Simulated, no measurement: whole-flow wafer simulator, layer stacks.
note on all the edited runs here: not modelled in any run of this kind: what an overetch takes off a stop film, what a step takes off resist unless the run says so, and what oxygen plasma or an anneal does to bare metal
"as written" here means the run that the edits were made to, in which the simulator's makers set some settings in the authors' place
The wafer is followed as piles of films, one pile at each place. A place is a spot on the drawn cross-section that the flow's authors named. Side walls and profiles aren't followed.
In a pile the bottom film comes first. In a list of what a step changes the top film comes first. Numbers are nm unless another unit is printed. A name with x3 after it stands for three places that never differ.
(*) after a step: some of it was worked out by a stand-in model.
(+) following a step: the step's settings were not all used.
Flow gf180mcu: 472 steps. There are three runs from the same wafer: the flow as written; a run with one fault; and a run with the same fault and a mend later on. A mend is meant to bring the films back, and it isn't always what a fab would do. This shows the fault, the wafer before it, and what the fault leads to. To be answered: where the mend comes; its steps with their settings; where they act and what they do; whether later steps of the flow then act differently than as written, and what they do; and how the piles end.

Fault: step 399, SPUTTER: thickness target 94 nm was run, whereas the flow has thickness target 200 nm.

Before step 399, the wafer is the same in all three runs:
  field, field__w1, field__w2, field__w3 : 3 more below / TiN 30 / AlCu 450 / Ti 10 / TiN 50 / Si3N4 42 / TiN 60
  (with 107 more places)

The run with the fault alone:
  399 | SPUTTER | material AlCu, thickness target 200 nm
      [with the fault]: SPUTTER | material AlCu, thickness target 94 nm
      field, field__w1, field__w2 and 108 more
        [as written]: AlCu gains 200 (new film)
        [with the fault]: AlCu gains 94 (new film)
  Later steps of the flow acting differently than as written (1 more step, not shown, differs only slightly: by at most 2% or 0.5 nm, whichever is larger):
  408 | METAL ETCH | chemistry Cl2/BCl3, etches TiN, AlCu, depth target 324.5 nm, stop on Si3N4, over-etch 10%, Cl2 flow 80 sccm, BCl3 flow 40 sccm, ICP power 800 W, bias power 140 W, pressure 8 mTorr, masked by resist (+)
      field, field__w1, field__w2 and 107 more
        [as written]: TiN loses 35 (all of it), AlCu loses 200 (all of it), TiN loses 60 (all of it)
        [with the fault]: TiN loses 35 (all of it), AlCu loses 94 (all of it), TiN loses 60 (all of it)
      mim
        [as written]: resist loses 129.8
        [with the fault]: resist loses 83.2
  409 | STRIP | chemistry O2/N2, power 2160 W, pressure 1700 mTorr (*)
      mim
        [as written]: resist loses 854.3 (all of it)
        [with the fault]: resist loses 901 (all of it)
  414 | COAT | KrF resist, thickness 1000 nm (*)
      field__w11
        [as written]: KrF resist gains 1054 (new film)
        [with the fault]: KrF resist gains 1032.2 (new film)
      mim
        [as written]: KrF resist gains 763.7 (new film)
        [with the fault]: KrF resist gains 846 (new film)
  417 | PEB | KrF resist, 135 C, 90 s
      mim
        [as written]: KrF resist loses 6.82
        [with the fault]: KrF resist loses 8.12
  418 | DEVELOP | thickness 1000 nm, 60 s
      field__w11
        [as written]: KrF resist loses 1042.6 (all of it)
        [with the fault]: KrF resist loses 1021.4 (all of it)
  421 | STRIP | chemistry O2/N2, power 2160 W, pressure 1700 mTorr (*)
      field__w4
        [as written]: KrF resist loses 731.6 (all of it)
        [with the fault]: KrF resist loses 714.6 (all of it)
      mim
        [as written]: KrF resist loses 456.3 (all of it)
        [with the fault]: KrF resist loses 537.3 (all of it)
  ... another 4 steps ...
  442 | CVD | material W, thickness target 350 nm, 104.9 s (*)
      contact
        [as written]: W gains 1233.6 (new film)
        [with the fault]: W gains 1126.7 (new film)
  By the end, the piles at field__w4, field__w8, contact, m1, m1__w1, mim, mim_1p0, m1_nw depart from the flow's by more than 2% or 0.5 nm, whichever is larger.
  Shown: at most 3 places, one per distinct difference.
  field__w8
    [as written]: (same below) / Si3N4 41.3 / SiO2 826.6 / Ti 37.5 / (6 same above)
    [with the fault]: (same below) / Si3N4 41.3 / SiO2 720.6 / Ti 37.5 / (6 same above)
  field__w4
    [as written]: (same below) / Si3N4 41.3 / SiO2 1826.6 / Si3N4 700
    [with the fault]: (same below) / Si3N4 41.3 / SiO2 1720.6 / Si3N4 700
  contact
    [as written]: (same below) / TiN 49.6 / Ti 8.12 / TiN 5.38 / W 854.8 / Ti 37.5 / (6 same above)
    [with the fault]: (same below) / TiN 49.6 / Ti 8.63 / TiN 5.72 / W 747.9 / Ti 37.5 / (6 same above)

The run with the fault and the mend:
  The mend stands after step 399.
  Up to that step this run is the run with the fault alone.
  399a | SPUTTER | material AlCu, thickness target 106 nm (a further turn of the flow's step 399, with different settings)
      field, field__w1, field__w2 and 108 more
        AlCu gains 106
  None of the later steps of the flow acts differently than as written at any place that is followed.
  At every place that both follow, the piles at the end match the flow's.
